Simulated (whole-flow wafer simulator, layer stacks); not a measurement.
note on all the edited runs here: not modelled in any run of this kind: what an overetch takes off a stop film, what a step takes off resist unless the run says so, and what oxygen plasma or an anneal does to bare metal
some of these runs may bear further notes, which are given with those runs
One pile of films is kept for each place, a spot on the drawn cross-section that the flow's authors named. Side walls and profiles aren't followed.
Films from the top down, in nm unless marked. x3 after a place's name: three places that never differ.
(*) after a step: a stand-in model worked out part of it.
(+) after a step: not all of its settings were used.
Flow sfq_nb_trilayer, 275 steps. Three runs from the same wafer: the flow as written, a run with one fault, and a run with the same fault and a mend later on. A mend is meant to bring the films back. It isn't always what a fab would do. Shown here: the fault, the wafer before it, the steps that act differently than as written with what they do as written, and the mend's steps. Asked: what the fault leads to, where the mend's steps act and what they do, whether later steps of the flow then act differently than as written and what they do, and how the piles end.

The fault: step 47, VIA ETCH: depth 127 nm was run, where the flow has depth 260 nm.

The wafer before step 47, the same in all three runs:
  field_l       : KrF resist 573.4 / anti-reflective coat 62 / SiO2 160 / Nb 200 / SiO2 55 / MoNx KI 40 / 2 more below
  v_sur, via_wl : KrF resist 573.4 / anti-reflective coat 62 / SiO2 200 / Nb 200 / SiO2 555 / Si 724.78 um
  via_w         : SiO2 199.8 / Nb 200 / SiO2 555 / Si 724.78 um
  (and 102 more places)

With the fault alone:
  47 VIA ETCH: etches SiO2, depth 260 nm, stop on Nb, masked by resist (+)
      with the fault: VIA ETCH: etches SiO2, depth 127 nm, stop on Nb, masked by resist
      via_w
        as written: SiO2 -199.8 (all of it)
        with the fault: SiO2 -127
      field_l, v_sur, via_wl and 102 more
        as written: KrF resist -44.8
        with the fault: KrF resist -21.9
  Later steps of the flow that act differently than as written (3 more steps differ only slightly, by at most 2% or 0.5 nm, whichever is larger, and aren't shown):
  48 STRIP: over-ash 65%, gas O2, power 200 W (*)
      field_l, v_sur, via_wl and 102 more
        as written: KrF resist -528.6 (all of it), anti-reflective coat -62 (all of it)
        with the fault: KrF resist -551.5 (all of it), anti-reflective coat -62 (all of it)
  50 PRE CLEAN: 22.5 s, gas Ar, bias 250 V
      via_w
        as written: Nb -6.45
        with the fault: SiO2 -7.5
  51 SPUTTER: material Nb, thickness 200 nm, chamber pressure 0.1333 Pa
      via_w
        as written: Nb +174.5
        with the fault: Nb +188.9 (new film)
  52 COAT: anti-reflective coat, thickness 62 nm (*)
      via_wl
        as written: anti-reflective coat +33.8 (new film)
        with the fault: anti-reflective coat +37.3 (new film)
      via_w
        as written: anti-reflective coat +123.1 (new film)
        with the fault: anti-reflective coat +107.1 (new film)
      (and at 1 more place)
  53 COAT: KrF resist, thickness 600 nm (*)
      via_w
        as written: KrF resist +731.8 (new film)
        with the fault: KrF resist +673.3 (new film)
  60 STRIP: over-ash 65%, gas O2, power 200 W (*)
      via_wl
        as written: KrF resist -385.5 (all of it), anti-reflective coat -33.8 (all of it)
        with the fault: KrF resist -391 (all of it), anti-reflective coat -37.3 (all of it)
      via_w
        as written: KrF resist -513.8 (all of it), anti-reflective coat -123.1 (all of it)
        with the fault: KrF resist -455.5 (all of it), anti-reflective coat -107.1 (all of it)
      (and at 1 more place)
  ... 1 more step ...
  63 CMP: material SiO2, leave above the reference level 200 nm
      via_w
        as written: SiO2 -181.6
        with the fault: SiO2 -161.8
  At the end the piles differ from the flow's by more than 2% or 0.5 nm, whichever is larger, at via_w.
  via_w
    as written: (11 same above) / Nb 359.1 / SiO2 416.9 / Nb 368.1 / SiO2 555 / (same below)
    with the fault: (11 same above) / Nb 359.1 / SiO2 330.7 / Nb 188.9 / SiO2 65.3 / Nb 200 / SiO2 555 / (same below)

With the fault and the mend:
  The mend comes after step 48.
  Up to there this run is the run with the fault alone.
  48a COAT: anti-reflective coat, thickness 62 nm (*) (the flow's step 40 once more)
      p4_fl x3, p4_w1 x9, p4_g1 x2 and 63 more
        anti-reflective coat +62 (new film)
      r_end, moat, field_r and 7 more
        anti-reflective coat +61.9 (new film)
      gap, jj_sur, ce_l and 6 more
        anti-reflective coat +61.8 (new film)
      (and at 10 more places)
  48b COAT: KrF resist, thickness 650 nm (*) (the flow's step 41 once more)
      p4_fl x3, p4_w1 x9, p4_g1 x2 and 63 more
        KrF resist +650 (new film)
      field_r, lsp_l, ln_m5, lsp_m, ln_m6, lsp_r, l0_sur
        KrF resist +649.7 (new film)
      be_r, r_sur, res, r_end, moat, l0v
        KrF resist +649.6 (new film)
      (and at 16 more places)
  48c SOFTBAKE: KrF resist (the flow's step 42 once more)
      changes no film at any place that is followed
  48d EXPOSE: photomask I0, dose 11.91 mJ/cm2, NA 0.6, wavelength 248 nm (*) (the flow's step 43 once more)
      changes no film at any place that is followed
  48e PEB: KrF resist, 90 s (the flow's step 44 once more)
      be_sur, gap, jj_sur and 94 more
        KrF resist -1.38
      field_l, via_v, wire, be
        KrF resist -1.37
      v_sur, via_sp
        KrF resist -1.36
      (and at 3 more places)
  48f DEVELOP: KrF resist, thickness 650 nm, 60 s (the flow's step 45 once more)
      field_l, v_sur, via_wl and 102 more
        KrF resist -23.5
      via_w
        KrF resist -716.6 (all of it)
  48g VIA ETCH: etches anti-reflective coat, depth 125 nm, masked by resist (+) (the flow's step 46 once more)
      field_l, v_sur, via_wl and 102 more
        KrF resist -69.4
      via_w
        anti-reflective coat -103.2 (all of it), SiO2 -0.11
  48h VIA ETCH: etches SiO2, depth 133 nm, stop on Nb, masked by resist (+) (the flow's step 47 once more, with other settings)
      field_l, v_sur, via_wl and 102 more
        KrF resist -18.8
      via_w
        SiO2 -72.7 (all of it)
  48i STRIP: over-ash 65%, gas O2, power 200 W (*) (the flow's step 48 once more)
      p4_fl x3, p4_w1 x9, p4_g1 x2 and 63 more
        KrF resist -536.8 (all of it), anti-reflective coat -62 (all of it)
      r_end, moat, field_r and 7 more
        KrF resist -536.5 (all of it), anti-reflective coat -61.9 (all of it)
      ce_r, sp_r, be_r, r_sur
        KrF resist -536.4 (all of it), anti-reflective coat -61.8 (all of it)
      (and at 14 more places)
  No later step of the flow acts differently than as written, at any place that is followed, by more than 2% or 0.5 nm, whichever is larger.
  At the end the piles differ from the flow's only slightly at the places that both follow, by at most 2% or 0.5 nm, whichever is larger.
